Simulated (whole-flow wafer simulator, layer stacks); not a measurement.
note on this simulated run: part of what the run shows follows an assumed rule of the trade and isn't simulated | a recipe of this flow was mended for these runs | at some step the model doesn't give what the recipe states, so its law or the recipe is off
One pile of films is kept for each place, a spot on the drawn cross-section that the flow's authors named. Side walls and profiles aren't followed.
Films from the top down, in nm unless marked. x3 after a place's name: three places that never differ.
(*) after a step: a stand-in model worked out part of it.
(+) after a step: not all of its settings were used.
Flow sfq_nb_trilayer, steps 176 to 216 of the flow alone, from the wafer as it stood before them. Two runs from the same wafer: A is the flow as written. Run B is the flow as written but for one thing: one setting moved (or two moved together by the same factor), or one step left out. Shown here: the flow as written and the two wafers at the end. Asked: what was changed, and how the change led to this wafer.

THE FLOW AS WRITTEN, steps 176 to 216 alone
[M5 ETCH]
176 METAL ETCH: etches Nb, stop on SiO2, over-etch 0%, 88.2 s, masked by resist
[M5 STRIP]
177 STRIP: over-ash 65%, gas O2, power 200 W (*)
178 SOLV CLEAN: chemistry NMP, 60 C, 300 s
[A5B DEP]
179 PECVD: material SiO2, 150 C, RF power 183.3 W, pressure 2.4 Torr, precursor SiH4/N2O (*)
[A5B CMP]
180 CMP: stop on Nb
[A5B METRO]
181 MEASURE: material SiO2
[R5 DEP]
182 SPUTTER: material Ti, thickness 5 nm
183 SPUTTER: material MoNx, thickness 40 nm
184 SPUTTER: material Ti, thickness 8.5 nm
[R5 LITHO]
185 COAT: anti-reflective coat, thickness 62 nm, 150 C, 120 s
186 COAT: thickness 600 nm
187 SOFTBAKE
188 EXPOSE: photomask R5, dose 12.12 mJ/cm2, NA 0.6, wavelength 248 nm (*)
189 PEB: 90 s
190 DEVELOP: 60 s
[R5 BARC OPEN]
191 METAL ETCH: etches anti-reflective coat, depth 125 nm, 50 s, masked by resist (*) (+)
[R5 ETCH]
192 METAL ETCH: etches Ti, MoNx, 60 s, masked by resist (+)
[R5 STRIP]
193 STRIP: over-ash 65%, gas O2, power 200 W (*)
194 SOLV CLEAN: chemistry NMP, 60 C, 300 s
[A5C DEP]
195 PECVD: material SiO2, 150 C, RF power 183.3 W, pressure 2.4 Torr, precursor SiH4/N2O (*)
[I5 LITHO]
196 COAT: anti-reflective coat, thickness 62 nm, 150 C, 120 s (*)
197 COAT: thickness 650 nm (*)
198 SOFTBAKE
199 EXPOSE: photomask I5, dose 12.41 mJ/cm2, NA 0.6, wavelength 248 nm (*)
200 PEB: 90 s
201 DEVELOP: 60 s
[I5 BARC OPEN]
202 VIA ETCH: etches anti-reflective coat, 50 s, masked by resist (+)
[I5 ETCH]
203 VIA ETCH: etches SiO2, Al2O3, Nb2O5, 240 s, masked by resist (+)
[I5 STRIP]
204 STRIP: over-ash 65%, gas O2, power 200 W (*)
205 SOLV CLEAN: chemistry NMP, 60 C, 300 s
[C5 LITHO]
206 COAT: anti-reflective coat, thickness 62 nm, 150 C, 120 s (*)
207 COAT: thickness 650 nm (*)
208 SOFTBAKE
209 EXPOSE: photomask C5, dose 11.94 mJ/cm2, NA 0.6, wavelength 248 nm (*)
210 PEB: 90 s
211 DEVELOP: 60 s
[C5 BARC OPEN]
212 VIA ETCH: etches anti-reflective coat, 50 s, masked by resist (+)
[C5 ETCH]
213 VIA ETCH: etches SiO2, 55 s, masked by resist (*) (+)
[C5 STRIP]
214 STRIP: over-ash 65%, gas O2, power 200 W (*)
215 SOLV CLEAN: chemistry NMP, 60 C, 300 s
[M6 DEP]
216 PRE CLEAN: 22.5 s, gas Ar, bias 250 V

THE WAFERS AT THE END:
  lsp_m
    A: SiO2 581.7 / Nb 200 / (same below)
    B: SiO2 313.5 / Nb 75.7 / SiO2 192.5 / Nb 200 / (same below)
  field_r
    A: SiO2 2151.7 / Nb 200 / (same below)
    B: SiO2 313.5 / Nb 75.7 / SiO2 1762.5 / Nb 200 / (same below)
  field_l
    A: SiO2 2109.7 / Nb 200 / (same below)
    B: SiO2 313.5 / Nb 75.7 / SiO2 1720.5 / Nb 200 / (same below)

The cause: step 176, METAL ETCH: 35.3 s was run, where the flow has 88.2 s.

How the change led to this, step by step:
  176 METAL ETCH: etches Nb, stop on SiO2, over-etch 0%, 88.2 s, masked by resist
      field_l, r_end, moat and 45 more: A Al2O3 -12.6 (all of it), Nb2O5 -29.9 (all of it), Nb -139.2 (all of it), SiO2 -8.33 | B Al2O3 -12.6 (all of it), Nb2O5 -29.9 (all of it), Nb -63.5
      r_sur, wl_a_sl, wl_a_m6: A Al2O3 -12.5 (all of it), Nb2O5 -29.9 (all of it), Nb -139.2 (all of it), SiO2 -8.33 | B Al2O3 -12.5 (all of it), Nb2O5 -29.9 (all of it), Nb -63.6
      (and at 55 more places)
  177 STRIP: over-ash 65%, gas O2, power 200 W (*)
      l0r_line_l x3, l0r_space_c x19, m0r_space_l x2 and 6 more: A KrF-resist-other-grade -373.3 (all of it), anti-reflective coat -62 (all of it) | B KrF-resist-other-grade -452.8 (all of it), anti-reflective coat -62 (all of it)
      v_sur: A KrF-resist-other-grade -366.5 (all of it), anti-reflective coat -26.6 (all of it) | B KrF-resist-other-grade -445.9 (all of it), anti-reflective coat -26.6 (all of it)
      (and at 22 more places)
  179 PECVD: material SiO2, 150 C, RF power 183.3 W, pressure 2.4 Torr, precursor SiH4/N2O (*)
      field_l, lsp_m, ln_m6 and 44 more: A SiO2 +600 | B SiO2 +600 (new film)
      r_sur, res, r_end, moat, field_r, lsp_l: A SiO2 +593.1 | B SiO2 +600 (new film)
  180 CMP: stop on Nb
      field_l, lsp_m, ln_m6 and 44 more: A SiO2 -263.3 | B SiO2 -347.3
      r_sur, res, r_end, moat, field_r, lsp_l: A SiO2 -256.4 | B SiO2 -347.3
Counting metal films that touch as one body, lsp_m has 3 bodies (between them, from the top down: SiO2 192.5; SiO2 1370); the flow as written gives 2 bodies (between them, from the top down: SiO2 1370).
Counting metal films that touch as one body, field_r has 2 bodies (between them, from the top down: SiO2 1762.5); the flow as written gives 1 body.
Counting metal films that touch as one body, field_l has 3 bodies (between them, from the top down: SiO2 1720.5; SiO2 55); the flow as written gives 2 bodies (between them, from the top down: SiO2 55).
